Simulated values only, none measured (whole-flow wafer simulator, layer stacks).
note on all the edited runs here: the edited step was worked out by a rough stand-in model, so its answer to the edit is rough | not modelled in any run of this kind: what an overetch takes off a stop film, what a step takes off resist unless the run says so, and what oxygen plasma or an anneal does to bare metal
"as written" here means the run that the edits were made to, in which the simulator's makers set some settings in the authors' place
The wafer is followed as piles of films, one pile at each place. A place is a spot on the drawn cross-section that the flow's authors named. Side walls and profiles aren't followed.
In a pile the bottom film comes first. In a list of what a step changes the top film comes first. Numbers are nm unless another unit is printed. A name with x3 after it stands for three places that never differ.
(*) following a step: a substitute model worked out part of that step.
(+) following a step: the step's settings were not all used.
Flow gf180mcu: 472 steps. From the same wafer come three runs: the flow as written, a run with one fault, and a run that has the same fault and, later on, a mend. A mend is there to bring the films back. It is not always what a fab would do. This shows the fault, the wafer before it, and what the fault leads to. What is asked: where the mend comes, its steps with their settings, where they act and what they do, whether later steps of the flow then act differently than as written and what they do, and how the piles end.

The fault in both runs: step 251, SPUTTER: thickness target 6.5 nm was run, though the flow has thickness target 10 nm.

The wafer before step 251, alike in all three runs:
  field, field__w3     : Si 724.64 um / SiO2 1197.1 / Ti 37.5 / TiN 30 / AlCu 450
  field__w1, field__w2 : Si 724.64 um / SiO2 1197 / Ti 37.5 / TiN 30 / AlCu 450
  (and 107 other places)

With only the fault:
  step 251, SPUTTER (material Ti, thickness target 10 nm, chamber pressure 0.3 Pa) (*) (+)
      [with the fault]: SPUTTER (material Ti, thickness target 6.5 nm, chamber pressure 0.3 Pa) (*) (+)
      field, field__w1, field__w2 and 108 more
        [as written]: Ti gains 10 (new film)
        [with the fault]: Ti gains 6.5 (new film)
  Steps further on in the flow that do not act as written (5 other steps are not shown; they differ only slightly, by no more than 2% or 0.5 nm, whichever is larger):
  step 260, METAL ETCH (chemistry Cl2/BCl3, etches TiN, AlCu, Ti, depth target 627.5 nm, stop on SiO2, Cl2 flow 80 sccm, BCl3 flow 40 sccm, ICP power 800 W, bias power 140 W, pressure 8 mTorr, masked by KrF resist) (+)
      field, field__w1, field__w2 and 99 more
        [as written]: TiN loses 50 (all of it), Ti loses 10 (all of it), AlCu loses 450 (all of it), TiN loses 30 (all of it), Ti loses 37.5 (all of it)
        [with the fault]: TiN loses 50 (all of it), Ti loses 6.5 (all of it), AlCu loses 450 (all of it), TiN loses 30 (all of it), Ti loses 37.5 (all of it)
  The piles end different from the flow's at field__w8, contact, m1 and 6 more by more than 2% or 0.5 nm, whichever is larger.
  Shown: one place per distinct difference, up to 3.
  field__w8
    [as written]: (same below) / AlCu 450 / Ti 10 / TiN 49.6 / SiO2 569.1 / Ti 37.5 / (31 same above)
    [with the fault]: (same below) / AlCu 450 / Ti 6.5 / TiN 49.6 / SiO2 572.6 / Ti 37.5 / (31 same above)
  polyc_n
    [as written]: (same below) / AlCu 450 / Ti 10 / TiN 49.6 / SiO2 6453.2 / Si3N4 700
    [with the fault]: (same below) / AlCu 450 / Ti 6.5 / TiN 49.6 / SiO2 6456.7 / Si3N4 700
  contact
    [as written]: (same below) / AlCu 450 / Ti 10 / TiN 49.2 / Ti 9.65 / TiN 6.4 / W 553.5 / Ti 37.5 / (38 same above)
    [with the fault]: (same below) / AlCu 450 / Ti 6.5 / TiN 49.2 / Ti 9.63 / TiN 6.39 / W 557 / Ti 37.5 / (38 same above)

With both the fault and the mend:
  After step 251 comes the mend.
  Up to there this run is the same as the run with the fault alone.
  step 251a, SPUTTER (material Ti, thickness target 3.5 nm, chamber pressure 0.3 Pa) (*) (+) (a further turn of the flow's step 251, with different settings)
      field, field__w1, field__w2 and 108 more
        Ti gains 3.5
  None of the later steps of the flow acts differently than as written at any place that is followed.
  At every place that both follow, the piles at the end match the flow's.
